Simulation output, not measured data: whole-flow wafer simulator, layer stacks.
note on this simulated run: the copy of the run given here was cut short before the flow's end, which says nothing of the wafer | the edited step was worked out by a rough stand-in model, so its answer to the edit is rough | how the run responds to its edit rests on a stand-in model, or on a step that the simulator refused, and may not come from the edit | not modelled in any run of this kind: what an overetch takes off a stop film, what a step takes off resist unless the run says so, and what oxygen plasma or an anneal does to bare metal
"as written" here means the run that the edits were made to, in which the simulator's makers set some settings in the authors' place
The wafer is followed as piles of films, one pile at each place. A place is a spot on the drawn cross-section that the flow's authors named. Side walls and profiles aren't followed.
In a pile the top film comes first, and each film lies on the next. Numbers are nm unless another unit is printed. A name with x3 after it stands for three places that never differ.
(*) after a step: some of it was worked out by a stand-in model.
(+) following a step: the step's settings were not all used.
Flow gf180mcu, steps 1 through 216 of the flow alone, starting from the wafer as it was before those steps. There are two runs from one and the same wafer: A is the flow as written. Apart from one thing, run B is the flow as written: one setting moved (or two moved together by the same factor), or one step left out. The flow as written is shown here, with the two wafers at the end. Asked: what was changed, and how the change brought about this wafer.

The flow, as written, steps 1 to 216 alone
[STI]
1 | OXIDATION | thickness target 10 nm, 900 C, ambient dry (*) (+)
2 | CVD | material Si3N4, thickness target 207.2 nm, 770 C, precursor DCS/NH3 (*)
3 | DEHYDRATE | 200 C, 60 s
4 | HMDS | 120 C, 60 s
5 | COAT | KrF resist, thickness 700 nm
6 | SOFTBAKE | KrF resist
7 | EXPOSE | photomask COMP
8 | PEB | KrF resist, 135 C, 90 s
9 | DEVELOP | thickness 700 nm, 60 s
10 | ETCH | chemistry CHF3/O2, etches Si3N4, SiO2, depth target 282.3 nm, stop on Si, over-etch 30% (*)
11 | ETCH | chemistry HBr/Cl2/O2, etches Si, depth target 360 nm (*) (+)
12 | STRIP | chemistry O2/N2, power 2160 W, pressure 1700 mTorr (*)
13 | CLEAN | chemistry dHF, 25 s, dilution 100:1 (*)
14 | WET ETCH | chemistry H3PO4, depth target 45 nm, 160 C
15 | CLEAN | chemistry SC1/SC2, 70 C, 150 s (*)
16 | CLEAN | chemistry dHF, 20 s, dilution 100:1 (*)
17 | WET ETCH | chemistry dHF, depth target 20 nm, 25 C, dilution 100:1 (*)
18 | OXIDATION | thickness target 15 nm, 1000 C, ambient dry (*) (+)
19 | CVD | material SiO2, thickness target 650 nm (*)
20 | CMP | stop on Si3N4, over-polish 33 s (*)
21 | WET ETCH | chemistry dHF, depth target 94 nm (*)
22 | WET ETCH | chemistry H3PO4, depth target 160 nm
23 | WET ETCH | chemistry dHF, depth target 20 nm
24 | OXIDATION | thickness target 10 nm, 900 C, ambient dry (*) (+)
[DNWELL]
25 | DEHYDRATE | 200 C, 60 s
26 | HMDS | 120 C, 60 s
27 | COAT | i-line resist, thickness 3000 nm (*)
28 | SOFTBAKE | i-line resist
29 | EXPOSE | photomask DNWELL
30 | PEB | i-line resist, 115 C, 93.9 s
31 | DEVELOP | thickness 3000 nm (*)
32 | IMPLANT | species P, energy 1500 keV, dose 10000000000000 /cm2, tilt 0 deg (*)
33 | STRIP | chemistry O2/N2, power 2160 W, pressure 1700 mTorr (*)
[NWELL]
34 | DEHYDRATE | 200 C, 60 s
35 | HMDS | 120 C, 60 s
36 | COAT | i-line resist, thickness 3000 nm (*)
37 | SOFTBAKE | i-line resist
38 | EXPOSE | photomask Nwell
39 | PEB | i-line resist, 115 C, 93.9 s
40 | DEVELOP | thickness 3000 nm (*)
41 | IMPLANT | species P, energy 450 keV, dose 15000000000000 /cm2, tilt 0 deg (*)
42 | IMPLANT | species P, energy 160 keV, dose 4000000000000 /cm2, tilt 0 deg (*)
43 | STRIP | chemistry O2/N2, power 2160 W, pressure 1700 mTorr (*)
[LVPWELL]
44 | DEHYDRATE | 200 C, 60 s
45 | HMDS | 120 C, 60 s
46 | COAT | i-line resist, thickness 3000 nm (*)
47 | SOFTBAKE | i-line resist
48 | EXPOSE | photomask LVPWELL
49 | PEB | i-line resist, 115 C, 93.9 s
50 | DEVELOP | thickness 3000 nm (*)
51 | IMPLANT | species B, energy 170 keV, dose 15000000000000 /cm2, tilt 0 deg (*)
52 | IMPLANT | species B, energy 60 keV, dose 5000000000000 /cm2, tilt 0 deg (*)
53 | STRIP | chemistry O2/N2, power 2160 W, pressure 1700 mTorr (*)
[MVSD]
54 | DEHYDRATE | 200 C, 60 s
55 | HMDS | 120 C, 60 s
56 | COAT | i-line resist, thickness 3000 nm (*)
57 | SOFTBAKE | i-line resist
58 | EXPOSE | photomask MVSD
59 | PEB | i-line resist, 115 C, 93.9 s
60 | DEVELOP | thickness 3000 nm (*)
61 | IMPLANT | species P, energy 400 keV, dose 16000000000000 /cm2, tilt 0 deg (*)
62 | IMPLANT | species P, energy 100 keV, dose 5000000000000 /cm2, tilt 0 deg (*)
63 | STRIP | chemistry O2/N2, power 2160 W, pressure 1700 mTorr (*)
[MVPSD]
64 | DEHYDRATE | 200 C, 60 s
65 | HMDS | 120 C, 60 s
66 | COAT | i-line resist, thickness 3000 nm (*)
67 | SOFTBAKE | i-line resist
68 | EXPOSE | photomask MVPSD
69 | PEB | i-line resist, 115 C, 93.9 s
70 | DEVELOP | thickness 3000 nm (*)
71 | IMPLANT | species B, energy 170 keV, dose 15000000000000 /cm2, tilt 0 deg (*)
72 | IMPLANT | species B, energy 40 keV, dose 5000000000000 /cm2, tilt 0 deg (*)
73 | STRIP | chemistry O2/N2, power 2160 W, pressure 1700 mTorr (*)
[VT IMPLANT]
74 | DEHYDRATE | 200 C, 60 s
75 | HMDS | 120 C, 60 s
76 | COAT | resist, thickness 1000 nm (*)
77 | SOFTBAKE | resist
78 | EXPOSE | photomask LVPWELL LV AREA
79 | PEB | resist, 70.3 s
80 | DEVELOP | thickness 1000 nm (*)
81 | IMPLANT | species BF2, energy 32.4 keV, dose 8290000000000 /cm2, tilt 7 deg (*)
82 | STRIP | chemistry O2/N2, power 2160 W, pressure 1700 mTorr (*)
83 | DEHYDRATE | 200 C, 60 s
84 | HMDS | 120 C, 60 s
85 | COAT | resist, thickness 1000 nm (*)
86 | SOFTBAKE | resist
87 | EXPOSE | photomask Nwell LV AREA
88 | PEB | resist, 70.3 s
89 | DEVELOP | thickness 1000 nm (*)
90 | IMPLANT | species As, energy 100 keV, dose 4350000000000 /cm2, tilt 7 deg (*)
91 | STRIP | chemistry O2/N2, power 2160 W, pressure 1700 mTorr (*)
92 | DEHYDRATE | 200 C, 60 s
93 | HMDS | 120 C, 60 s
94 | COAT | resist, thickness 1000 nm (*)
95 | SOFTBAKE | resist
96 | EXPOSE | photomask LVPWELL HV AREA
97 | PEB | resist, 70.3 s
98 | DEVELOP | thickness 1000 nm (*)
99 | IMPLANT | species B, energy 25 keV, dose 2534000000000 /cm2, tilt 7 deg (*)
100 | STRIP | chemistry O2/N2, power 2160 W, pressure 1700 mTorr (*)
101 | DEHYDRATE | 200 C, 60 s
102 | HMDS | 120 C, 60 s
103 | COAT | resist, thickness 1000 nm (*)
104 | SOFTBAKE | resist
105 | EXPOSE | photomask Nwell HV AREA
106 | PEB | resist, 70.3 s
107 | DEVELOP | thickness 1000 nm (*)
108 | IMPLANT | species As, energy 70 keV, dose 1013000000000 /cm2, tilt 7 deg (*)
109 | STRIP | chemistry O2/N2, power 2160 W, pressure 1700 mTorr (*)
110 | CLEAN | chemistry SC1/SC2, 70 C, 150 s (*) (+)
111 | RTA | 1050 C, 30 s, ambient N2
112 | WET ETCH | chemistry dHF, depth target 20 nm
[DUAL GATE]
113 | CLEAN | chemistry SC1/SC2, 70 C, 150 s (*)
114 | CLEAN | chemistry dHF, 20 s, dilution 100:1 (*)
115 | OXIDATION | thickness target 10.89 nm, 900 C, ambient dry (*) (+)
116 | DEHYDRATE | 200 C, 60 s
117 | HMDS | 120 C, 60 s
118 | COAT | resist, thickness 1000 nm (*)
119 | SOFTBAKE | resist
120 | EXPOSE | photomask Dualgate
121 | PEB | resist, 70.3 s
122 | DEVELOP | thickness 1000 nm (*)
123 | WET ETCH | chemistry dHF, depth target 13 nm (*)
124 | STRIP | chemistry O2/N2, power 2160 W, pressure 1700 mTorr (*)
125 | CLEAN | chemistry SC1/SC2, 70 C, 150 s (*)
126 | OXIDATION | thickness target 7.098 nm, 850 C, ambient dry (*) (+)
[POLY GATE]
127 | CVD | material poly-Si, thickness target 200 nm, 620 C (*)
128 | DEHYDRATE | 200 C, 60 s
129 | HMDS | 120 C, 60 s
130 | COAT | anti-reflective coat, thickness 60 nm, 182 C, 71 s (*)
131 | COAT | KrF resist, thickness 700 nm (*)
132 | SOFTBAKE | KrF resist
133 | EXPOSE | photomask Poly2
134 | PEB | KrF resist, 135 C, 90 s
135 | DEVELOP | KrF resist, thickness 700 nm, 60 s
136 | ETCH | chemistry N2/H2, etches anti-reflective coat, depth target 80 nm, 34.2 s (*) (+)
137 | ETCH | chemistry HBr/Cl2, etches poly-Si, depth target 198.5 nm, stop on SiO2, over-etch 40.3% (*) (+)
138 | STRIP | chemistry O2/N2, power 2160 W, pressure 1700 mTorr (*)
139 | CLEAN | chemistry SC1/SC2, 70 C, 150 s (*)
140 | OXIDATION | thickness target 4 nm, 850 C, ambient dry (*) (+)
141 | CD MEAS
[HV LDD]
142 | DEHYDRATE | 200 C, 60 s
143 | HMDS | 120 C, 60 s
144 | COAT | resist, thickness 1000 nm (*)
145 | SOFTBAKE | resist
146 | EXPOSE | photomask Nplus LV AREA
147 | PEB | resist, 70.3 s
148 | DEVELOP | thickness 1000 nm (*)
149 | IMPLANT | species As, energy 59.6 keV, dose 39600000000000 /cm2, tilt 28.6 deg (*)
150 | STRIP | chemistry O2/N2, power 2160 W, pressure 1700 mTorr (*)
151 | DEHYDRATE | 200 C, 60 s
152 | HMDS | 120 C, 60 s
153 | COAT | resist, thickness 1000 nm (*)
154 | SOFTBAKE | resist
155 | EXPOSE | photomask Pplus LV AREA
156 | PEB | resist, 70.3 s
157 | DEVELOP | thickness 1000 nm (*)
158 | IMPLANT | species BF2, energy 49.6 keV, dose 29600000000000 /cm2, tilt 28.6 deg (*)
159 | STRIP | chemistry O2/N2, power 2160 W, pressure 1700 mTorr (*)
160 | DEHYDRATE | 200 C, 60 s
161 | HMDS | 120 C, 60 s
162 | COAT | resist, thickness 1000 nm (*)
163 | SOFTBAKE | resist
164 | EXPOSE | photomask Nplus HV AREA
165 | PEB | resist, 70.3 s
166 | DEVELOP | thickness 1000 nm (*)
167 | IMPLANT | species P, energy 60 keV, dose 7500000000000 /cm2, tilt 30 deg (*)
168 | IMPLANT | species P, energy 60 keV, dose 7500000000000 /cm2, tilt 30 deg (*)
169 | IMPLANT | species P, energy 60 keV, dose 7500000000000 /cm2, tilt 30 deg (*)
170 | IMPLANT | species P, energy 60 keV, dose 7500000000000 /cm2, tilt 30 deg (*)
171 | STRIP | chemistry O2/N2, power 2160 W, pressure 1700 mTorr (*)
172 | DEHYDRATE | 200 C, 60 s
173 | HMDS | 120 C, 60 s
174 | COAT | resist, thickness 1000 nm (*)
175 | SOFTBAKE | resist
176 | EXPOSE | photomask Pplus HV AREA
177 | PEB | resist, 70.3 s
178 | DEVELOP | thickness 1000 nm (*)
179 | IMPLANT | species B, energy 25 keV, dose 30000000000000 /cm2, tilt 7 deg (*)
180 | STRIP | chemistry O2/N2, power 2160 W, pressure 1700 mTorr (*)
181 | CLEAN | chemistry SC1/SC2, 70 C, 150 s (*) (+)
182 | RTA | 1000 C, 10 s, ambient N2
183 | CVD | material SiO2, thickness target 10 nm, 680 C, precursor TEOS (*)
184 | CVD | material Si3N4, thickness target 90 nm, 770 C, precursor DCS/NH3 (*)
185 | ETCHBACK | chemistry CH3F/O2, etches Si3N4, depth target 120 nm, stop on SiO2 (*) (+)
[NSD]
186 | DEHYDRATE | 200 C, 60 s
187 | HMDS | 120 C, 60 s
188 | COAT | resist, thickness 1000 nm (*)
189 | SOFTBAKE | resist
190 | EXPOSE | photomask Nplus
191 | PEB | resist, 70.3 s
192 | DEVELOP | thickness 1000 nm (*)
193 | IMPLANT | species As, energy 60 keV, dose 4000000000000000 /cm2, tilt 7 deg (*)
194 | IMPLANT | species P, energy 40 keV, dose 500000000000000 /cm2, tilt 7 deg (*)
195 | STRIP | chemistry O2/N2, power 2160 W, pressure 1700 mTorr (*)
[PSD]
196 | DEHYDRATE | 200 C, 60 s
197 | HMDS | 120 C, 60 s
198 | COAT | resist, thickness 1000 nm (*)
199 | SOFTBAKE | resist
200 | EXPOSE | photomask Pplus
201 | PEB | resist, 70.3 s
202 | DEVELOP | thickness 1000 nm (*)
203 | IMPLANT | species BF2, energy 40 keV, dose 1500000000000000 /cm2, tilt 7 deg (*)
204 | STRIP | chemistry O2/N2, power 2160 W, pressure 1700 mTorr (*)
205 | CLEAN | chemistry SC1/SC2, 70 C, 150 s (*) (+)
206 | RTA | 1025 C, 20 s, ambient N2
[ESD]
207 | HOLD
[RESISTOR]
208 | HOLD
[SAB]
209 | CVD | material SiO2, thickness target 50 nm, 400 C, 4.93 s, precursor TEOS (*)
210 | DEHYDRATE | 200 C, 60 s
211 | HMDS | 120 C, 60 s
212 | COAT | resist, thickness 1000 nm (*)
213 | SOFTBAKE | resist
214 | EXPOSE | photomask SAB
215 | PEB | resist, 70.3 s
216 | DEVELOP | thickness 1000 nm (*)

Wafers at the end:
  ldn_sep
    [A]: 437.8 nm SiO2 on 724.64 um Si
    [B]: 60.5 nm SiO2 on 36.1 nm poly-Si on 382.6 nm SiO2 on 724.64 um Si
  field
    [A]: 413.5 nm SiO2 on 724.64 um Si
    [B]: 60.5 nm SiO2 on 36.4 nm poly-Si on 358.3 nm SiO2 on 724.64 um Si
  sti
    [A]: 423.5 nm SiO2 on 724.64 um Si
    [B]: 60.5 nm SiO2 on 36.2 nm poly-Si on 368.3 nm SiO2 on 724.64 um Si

What caused this: step 127, CVD: thickness target 318 nm was run, while the flow as written has thickness target 200 nm.

Step by step, how the change led to this:
  127 | CVD | material poly-Si, thickness target 200 nm, 620 C (*)
      field, field__w1, field__w2 and 87 more: A +200 poly-Si (new film) | B +318 poly-Si (new film)
      ldn_drn, ldp_drn: A +200 poly-Si (new film) | B +318.8 poly-Si (new film)
  137 | ETCH | chemistry HBr/Cl2, etches poly-Si, depth target 198.5 nm, stop on SiO2, over-etch 40.3% (*) (+)
      field__w3, field__w12, field_sub and 14 more: A -199 poly-Si (all of it), -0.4 SiO2 | B -278.5 poly-Si
      field__w6, sti, m1 and 11 more: A -198.8 poly-Si (all of it), -0.4 SiO2 | B -278.5 poly-Si
      (also at 33 further places)
  138 | STRIP | chemistry O2/N2, power 2160 W, pressure 1700 mTorr (*)
      field, field__w1, field__w2 and 61 more: A nothing | B +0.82 chemical SiO2 (new film), -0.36 poly-Si
  139 | CLEAN | chemistry SC1/SC2, 70 C, 150 s (*)
      field, field__w1, field__w2 and 34 more: A -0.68 SiO2 | B -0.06 chemical SiO2, -0.27 poly-Si
  140 | OXIDATION | thickness target 4 nm, 850 C, ambient dry (*) (+)
      field, field__w1, field__w2 and 21 more: A +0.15 SiO2, -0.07 Si | B +4 SiO2 (new film), -0.76 chemical SiO2 (all of it), -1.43 poly-Si
      active_hv, active_nat, ld_sd_n and 11 more: A +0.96 SiO2, -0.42 Si | B +4 SiO2 (new film), -0.76 chemical SiO2 (all of it), -1.43 poly-Si
      (also at 26 further places)
  144 | COAT | resist, thickness 1000 nm (*)
      polyc_n, polyc_p: A +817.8 resist (new film) | B +753.9 resist (new film)
      field_sub__w4: A +1047.7 resist (new film) | B +1070.5 resist (new film)
      (also at 30 further places)
  145 | SOFTBAKE | resist
      active_hv: A +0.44 resist | B -1.47 resist
      nw_enc_fld_lv__w3: A +2.63 resist | B -1.65 resist
      (also at 73 further places)
  147 | PEB | resist, 70.3 s
      polyc_n, polyc_n_rim, polyc_p, polyc_p_rim: A -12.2 resist | B -11 resist
      ldn_ch, ldn_acc, ldp_ch, ldp_acc: A -13 resist | B -11.9 resist
      (also at 27 further places)
  148 | DEVELOP | thickness 1000 nm (*)
      gate: A -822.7 resist (all of it) | B -758.4 resist (all of it)
      npoly_u: A -821.5 resist (all of it) | B -759.2 resist (all of it)
      (also at 3 further places)
  150 | STRIP | chemistry O2/N2, power 2160 W, pressure 1700 mTorr (*)
      field_sub__w4: A -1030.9 resist (all of it) | B -1053.3 resist (all of it)
      gate_hv: A -824.2 resist (all of it) | B -763.6 resist (all of it)
      (also at 25 further places)
  153 | COAT | resist, thickness 1000 nm (*)
      polyc_n, polyc_p: A +817.8 resist (new film) | B +753.9 resist (new film)
      field_sub__w4: A +1047.7 resist (new film) | B +1070.5 resist (new film)
      (also at 30 further places)
  154 | SOFTBAKE | resist
      active_hv: A +0.44 resist | B -1.47 resist
      nw_enc_fld_lv__w3: A +2.63 resist | B -1.65 resist
      (also at 73 further places)
  156 | PEB | resist, 70.3 s
      polyc_n, polyc_n_rim, polyc_p, polyc_p_rim: A -12.2 resist | B -11 resist
      ldn_ch, ldn_acc, ldp_ch, ldp_acc: A -13 resist | B -11.9 resist
      (also at 27 further places)
  157 | DEVELOP | thickness 1000 nm (*)
      gate_p: A -828.7 resist (all of it) | B -765.8 resist (all of it)
      ppoly_u: A -827 resist (all of it) | B -767 resist (all of it)
      (also at 3 further places)
  159 | STRIP | chemistry O2/N2, power 2160 W, pressure 1700 mTorr (*)
      field_sub__w4: A -1030.9 resist (all of it) | B -1053.3 resist (all of it)
      gate: A -822.7 resist (all of it) | B -758.4 resist (all of it)
      (also at 25 further places)
  162 | COAT | resist, thickness 1000 nm (*)
      polyc_n, polyc_p: A +817.8 resist (new film) | B +753.9 resist (new film)
      field_sub__w4: A +1047.7 resist (new film) | B +1070.5 resist (new film)
      (also at 30 further places)
  ... 23 further steps ...
  216 | DEVELOP | thickness 1000 nm (*)
      field__w3, field__w12: A -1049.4 resist (all of it) | B -1072.8 resist (all of it)
      field__w2: A -1035.2 resist (all of it) | B -1059 resist (all of it)
      (also at 43 further places)
